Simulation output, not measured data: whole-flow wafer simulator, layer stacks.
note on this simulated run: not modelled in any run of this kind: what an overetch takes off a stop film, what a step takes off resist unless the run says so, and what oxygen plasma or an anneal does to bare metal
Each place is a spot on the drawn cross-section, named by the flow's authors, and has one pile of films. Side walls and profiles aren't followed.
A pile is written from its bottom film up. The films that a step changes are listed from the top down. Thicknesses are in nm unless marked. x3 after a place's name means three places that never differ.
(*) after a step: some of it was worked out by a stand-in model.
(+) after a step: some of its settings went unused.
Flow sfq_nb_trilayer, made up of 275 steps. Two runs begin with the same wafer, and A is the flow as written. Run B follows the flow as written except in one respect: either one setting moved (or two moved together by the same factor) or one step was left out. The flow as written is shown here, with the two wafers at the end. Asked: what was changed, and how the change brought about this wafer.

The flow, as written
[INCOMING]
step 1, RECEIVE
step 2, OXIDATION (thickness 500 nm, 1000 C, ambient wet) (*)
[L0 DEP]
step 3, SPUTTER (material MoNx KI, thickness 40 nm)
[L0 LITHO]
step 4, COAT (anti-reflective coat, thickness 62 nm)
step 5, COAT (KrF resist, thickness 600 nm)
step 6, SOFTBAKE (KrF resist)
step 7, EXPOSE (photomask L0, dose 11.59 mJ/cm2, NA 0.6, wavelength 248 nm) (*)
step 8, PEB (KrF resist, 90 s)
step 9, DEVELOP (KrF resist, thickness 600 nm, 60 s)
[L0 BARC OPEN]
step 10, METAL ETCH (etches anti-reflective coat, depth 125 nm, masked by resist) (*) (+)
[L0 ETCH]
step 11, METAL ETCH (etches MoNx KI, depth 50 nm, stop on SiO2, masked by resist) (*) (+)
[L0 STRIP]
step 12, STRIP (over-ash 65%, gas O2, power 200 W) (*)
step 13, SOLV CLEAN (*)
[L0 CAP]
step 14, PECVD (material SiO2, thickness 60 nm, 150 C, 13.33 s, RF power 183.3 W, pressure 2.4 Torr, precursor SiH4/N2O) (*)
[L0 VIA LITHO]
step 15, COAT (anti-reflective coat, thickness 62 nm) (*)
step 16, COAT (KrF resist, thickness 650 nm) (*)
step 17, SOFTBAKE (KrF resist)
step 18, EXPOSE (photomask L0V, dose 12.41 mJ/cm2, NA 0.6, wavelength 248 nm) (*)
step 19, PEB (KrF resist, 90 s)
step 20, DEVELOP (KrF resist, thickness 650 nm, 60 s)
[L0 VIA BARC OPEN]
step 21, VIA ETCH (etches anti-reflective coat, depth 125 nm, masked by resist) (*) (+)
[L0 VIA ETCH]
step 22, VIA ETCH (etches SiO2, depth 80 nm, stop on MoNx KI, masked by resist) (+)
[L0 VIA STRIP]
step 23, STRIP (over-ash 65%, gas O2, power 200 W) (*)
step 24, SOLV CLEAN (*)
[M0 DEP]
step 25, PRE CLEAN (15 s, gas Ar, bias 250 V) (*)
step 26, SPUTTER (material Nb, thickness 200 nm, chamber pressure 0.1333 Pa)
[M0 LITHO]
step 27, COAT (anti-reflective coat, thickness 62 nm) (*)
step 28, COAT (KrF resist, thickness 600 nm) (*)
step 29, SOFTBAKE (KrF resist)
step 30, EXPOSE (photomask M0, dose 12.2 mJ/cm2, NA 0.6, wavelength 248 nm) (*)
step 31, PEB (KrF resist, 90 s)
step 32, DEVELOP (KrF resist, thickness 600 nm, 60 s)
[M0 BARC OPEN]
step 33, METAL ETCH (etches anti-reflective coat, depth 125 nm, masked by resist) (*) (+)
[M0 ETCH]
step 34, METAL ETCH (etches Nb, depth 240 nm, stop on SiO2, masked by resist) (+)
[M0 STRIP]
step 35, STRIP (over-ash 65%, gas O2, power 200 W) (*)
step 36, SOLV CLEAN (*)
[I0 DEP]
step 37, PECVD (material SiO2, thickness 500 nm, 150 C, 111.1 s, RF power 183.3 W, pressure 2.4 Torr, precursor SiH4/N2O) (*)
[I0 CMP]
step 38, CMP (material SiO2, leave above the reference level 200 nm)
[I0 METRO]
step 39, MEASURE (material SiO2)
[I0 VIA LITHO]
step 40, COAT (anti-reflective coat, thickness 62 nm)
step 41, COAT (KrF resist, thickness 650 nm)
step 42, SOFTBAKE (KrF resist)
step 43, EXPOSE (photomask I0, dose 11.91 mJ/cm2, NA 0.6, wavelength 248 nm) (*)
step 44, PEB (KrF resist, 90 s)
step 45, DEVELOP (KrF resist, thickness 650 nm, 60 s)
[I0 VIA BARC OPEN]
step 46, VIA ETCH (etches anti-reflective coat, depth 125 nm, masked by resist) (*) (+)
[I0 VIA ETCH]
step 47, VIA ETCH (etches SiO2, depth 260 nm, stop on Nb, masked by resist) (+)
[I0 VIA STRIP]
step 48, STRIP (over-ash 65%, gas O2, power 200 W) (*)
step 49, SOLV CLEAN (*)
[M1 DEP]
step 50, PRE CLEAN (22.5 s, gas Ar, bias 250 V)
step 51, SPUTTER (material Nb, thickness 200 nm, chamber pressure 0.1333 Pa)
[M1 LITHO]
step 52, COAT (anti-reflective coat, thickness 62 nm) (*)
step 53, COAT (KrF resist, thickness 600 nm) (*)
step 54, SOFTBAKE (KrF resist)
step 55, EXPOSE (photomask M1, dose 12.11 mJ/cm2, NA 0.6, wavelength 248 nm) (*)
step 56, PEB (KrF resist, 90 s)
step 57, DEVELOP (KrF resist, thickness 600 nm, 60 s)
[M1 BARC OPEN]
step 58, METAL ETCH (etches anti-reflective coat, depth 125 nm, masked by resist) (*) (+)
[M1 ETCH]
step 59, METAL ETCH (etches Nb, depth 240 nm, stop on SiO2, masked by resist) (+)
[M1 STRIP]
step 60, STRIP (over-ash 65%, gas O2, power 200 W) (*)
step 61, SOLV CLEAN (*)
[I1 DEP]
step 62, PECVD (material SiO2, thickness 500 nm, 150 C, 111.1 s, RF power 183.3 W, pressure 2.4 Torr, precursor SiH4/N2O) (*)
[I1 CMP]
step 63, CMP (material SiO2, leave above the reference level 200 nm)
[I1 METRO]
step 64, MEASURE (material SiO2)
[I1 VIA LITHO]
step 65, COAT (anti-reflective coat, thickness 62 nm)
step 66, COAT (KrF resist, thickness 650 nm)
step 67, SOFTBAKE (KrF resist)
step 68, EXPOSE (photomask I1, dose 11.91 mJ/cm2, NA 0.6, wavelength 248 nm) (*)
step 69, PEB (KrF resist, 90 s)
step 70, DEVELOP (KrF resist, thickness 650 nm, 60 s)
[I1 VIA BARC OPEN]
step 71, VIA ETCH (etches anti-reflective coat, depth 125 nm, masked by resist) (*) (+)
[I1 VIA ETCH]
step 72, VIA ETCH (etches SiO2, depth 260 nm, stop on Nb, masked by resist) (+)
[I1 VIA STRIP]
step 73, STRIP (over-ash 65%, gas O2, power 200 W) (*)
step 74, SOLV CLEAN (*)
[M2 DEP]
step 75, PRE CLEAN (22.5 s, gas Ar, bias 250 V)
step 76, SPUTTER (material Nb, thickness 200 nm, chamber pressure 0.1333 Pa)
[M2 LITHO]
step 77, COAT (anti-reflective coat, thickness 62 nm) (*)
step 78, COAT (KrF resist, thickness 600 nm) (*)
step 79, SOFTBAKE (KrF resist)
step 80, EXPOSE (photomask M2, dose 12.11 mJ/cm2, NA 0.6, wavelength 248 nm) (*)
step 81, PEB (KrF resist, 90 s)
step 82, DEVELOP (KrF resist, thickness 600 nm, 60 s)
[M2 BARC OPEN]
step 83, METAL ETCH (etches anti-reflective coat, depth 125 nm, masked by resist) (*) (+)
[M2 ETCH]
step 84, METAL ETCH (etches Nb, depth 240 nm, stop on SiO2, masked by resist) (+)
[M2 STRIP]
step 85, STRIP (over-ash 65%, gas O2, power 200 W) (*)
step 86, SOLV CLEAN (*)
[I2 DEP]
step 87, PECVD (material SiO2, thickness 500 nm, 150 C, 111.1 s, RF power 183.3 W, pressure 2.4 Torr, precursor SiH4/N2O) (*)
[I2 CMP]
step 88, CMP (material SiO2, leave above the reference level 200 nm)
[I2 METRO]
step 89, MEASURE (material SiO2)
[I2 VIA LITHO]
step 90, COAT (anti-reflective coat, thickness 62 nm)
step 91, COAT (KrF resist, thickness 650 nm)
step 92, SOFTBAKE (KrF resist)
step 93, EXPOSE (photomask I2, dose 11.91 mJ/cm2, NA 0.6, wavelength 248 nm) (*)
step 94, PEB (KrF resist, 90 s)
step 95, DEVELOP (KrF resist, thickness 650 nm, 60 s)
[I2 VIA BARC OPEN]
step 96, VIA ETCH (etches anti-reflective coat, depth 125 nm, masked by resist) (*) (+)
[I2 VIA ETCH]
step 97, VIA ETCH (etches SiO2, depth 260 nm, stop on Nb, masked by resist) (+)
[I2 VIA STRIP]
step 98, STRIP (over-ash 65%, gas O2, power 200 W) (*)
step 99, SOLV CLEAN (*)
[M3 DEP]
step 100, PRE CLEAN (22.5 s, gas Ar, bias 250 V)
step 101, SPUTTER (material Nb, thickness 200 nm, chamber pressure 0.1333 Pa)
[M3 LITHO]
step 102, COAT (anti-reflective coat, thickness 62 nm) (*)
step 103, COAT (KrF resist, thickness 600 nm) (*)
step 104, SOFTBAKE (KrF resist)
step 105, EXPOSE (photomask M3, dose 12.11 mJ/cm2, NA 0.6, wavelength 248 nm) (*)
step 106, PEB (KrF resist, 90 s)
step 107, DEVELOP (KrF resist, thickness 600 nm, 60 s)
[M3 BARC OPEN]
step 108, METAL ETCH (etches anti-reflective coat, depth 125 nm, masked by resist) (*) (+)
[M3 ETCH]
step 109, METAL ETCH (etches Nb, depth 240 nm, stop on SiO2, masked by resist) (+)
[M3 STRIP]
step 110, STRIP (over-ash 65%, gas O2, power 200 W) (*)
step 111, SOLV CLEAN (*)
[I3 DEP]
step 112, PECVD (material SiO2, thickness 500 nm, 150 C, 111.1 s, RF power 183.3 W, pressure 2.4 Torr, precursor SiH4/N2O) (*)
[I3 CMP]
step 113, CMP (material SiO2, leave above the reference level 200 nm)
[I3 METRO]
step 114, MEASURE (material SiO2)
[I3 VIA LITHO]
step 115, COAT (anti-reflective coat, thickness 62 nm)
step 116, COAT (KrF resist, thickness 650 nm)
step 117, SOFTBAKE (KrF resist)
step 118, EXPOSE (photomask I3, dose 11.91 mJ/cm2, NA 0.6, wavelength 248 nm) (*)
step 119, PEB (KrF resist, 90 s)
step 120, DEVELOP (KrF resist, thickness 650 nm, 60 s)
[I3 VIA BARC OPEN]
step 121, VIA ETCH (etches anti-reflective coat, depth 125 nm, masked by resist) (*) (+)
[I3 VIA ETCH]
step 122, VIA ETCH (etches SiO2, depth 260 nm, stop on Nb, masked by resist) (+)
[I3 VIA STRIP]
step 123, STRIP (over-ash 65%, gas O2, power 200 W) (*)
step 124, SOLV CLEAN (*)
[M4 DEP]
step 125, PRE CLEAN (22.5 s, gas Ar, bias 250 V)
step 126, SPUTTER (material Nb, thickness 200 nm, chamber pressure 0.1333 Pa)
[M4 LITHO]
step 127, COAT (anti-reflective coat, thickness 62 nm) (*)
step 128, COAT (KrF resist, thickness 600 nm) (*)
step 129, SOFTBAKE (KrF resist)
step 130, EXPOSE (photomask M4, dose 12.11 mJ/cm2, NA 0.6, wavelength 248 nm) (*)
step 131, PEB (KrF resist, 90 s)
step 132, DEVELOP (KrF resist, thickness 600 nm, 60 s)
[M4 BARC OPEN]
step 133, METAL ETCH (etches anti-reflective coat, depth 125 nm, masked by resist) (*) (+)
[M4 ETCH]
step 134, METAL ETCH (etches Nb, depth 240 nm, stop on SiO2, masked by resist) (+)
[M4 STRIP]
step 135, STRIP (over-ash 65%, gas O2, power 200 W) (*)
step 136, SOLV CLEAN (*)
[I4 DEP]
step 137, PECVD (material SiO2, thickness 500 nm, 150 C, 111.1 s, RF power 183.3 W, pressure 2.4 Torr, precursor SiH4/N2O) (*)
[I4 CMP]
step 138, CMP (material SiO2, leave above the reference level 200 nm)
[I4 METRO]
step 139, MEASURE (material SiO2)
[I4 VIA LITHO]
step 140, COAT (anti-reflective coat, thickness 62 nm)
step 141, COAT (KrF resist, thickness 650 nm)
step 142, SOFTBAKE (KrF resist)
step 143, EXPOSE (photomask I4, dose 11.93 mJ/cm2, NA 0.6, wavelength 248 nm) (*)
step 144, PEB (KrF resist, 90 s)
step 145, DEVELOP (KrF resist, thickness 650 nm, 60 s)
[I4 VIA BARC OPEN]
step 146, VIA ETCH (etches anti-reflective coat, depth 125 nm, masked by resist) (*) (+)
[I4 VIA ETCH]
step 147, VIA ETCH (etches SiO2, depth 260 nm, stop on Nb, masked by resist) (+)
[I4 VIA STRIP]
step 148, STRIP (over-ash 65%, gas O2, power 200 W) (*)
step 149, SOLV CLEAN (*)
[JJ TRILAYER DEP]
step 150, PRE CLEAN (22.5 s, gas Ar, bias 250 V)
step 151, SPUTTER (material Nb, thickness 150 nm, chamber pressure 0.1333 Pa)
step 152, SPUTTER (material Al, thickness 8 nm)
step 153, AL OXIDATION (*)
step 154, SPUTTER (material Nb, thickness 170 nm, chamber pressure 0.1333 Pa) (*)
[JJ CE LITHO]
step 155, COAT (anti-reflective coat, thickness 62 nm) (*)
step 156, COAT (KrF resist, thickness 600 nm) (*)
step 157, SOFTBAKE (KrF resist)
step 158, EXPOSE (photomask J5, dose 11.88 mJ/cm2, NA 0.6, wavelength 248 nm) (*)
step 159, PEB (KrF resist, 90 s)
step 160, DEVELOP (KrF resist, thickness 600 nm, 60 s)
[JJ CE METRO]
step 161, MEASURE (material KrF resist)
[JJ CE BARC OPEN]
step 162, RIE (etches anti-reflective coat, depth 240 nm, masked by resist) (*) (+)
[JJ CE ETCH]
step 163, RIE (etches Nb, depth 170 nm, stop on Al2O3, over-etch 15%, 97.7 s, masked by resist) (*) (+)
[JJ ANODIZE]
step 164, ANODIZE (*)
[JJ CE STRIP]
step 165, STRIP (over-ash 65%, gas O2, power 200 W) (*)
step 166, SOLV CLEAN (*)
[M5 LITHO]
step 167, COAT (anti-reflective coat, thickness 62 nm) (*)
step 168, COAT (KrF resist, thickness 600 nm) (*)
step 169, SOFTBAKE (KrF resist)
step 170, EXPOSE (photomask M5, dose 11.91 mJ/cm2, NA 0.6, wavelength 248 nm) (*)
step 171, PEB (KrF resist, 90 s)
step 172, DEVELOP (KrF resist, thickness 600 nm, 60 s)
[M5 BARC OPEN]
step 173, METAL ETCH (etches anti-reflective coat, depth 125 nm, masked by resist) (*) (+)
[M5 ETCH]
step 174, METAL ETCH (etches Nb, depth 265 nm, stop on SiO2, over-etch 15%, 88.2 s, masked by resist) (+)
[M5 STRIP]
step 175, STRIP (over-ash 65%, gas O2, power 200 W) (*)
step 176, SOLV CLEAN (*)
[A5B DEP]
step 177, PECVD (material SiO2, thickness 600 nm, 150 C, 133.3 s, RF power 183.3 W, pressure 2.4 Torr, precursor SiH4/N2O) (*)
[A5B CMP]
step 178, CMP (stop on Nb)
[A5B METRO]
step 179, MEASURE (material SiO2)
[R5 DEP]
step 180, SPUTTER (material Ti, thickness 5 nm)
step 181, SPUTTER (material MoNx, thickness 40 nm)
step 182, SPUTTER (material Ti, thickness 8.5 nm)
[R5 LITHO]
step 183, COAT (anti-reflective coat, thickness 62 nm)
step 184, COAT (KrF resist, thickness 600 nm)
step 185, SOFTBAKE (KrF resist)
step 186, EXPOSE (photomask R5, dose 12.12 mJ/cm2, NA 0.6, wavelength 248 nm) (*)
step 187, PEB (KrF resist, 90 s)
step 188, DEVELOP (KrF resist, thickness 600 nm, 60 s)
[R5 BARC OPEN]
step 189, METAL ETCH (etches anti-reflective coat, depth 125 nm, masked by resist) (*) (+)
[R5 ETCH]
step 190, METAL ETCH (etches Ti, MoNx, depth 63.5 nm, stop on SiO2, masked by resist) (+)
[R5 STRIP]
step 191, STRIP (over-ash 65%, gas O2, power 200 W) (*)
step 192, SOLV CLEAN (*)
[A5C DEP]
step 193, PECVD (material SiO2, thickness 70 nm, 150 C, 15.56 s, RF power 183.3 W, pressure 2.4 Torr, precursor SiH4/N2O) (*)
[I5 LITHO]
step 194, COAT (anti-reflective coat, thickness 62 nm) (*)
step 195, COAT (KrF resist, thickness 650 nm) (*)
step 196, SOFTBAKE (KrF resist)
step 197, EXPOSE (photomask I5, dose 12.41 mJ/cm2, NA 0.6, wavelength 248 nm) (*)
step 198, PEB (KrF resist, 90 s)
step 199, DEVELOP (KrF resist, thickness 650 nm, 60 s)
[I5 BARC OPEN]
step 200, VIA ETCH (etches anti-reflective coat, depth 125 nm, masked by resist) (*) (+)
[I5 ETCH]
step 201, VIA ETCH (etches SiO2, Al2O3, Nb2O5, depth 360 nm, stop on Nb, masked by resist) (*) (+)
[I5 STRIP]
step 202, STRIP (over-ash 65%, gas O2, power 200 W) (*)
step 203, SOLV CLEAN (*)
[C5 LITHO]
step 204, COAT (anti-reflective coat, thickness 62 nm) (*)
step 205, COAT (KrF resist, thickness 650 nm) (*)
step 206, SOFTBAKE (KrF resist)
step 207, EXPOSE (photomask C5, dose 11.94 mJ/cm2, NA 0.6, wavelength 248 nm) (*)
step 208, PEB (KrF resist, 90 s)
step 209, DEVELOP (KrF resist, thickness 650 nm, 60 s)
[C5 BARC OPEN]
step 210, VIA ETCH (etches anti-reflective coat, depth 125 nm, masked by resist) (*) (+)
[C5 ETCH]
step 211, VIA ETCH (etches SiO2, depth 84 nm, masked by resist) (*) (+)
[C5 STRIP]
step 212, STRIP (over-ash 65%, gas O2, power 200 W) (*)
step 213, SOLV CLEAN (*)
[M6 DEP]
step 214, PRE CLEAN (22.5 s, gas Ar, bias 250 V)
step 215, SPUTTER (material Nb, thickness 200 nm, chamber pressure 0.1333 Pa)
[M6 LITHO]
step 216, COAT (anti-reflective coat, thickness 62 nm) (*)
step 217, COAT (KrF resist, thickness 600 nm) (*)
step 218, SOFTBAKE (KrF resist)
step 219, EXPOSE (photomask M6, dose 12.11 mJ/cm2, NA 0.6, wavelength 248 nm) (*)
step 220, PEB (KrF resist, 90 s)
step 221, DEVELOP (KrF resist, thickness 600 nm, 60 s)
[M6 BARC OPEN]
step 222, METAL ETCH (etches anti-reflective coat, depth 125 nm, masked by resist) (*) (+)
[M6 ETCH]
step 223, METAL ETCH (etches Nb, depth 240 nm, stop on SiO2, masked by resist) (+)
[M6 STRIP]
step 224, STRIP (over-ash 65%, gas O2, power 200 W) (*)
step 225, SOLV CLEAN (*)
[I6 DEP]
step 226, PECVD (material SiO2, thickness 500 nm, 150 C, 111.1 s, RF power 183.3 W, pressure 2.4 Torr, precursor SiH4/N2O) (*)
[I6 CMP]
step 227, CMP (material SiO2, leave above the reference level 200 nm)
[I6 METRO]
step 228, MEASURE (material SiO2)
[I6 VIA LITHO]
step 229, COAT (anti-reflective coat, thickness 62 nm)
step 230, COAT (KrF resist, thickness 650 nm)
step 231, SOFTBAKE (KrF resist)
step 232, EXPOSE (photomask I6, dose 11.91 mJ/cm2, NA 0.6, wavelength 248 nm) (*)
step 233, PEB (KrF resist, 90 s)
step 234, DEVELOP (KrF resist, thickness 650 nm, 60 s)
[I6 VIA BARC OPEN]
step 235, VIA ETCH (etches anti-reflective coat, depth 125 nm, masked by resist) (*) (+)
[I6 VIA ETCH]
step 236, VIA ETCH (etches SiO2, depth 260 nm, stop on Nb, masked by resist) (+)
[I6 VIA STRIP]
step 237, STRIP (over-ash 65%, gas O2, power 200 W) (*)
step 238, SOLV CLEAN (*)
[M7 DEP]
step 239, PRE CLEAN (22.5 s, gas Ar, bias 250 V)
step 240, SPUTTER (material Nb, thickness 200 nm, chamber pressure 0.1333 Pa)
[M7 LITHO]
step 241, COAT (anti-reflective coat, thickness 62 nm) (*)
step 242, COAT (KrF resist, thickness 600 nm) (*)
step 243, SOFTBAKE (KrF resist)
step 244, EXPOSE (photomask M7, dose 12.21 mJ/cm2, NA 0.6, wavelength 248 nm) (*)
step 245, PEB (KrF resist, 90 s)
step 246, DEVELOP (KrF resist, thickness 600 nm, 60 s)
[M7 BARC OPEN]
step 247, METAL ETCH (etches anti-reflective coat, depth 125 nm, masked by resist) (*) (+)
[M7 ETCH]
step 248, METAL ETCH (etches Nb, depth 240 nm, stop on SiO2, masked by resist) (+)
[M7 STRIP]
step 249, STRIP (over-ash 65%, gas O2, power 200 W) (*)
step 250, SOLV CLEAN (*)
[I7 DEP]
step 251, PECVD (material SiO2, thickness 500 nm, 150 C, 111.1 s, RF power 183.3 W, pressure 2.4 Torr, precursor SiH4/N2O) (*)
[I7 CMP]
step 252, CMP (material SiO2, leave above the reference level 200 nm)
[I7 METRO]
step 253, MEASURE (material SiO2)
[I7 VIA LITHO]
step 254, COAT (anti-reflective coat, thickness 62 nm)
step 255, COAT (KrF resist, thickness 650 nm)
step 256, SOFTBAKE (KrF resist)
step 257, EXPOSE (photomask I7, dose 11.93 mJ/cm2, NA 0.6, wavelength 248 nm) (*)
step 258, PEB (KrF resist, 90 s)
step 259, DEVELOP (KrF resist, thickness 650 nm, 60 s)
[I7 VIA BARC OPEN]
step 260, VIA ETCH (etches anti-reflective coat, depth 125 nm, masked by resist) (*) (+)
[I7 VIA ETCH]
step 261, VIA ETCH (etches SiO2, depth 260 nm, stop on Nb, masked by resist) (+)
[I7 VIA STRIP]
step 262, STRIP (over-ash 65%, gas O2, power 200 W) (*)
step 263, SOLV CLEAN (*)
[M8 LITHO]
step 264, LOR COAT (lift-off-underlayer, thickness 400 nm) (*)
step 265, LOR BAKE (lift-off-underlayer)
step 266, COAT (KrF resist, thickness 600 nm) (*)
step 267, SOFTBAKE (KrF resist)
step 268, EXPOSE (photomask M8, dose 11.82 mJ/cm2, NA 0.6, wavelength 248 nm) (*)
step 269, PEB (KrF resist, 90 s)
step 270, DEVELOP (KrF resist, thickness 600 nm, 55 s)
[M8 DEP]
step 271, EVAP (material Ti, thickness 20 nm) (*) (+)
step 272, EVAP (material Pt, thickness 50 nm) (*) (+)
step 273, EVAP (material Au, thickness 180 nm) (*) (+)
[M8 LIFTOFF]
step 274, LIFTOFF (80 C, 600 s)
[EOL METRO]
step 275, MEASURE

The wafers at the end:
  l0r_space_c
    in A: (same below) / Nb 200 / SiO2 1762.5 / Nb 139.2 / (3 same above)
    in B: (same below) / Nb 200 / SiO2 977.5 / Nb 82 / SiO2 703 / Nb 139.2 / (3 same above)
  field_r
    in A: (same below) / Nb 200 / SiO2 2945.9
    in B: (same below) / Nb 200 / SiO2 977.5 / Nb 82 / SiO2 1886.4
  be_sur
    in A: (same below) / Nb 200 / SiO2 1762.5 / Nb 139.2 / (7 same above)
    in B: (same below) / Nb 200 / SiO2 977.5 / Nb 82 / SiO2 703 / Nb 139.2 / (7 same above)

What caused this: step 109, METAL ETCH: depth 118 nm was run, though the flow has depth 240 nm.

The path from the change to this, step by step:
  step 109, METAL ETCH (etches Nb, depth 240 nm, stop on SiO2, masked by resist) (+)
      field_l, be, be_sur and 72 more: A Nb loses 200 (all of it) | B Nb loses 118
      v_sur, via_wl, via_w and 28 more: A KrF resist loses 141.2 | B KrF resist loses 69.4
  step 110, STRIP (over-ash 65%, gas O2, power 200 W) (*)
      p4_w1, p4_w2, p4_w3 and 21 more: A KrF resist loses 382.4 (all of it), anti-reflective coat loses 62 (all of it) | B KrF resist loses 454.1 (all of it), anti-reflective coat loses 62 (all of it)
      via_wl, via_wr: A KrF resist loses 384.2 (all of it), anti-reflective coat loses 34.2 (all of it) | B KrF resist loses 456 (all of it), anti-reflective coat loses 34.2 (all of it)
      (also at 5 further places)
  step 112, PECVD (material SiO2, thickness 500 nm, 150 C, 111.1 s, RF power 183.3 W, pressure 2.4 Torr, precursor SiH4/N2O) (*)
      field_l, be, be_sur and 64 more: A SiO2 gains 500 | B SiO2 gains 500 (new film)
      p4_g1, p4_g2, p3_s0, p3_s1, p3_s2, p3_s3, p3_s4, p3_s5: A SiO2 gains 557.1 | B SiO2 gains 500 (new film)
  step 113, CMP (material SiO2, leave above the reference level 200 nm)
      field_l, be, be_sur and 64 more: A SiO2 loses 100 | B SiO2 loses 182
      p4_g1, p4_g2, p3_s0, p3_s1, p3_s2, p3_s3, p3_s4, p3_s5: A SiO2 loses 157.1 | B SiO2 loses 182
With metal films that touch counted as one body, l0r_space_c has 3 bodies (between them, from the top down: SiO2 703; SiO2 977.5); the flow as written gives 2 bodies (between them, from the top down: SiO2 1762.5).
With metal films that touch counted as one body, field_r has 2 bodies (between them, from the top down: SiO2 977.5); the flow as written gives 1 body.
With metal films that touch counted as one body, be_sur has 5 bodies (between them, from the top down: SiO2 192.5; SiO2 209 / Al2O3 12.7 / Nb2O5 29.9; SiO2 703; SiO2 977.5); the flow as written gives 4 bodies (between them, from the top down: SiO2 192.5; SiO2 209 / Al2O3 12.7 / Nb2O5 29.9; SiO2 1762.5).
